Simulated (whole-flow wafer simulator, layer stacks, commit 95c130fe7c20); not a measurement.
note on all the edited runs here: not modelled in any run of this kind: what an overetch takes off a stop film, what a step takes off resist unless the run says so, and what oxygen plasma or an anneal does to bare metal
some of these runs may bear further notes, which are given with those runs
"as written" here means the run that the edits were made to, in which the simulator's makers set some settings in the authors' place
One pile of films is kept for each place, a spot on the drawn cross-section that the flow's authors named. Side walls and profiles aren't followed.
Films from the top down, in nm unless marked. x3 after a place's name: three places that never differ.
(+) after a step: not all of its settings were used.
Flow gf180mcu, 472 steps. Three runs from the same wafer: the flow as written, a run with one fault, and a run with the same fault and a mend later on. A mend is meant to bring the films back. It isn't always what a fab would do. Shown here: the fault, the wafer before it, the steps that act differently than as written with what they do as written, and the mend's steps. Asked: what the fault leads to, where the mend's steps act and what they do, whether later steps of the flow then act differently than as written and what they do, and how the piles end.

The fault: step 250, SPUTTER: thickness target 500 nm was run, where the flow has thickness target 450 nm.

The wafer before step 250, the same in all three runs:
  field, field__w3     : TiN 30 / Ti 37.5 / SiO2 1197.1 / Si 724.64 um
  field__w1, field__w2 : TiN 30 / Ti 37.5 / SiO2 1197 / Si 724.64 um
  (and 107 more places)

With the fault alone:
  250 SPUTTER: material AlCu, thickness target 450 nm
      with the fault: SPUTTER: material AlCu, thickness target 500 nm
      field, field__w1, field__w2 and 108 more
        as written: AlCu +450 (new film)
        with the fault: AlCu +500 (new film)
  Later steps of the flow that act differently than as written:
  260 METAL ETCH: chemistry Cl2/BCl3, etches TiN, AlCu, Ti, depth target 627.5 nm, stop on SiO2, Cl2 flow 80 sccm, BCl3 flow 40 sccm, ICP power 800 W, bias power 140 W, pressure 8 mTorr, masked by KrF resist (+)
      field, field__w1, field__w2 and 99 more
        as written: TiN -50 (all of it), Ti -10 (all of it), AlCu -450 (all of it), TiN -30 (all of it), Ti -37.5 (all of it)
        with the fault: TiN -50 (all of it), Ti -10 (all of it), AlCu -500 (all of it), TiN -30 (all of it), Ti -37.5 (all of it)
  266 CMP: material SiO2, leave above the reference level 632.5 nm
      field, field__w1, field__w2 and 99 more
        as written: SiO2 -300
        with the fault: SiO2 -250
  At the end the piles differ from the flow's by more than 2% or 0.5 nm, whichever is larger, at field__w8, contact, m1 and 6 more.
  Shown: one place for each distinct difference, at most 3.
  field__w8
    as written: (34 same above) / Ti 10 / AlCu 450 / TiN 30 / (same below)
    with the fault: (34 same above) / Ti 10 / AlCu 500 / TiN 30 / (same below)
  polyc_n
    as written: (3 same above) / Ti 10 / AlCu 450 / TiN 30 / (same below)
    with the fault: (3 same above) / Ti 10 / AlCu 500 / TiN 30 / (same below)
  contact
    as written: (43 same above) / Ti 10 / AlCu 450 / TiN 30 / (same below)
    with the fault: (43 same above) / Ti 10 / AlCu 500 / TiN 30 / (same below)

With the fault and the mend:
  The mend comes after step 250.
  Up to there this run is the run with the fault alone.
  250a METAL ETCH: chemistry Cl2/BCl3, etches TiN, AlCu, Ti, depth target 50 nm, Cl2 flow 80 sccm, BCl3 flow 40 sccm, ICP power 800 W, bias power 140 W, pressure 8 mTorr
      field, field__w1, field__w2 and 108 more
        AlCu -50
  No later step of the flow acts differently than as written at any place that is followed.
  At the end the piles are the same as the flow's at every place that both follow.
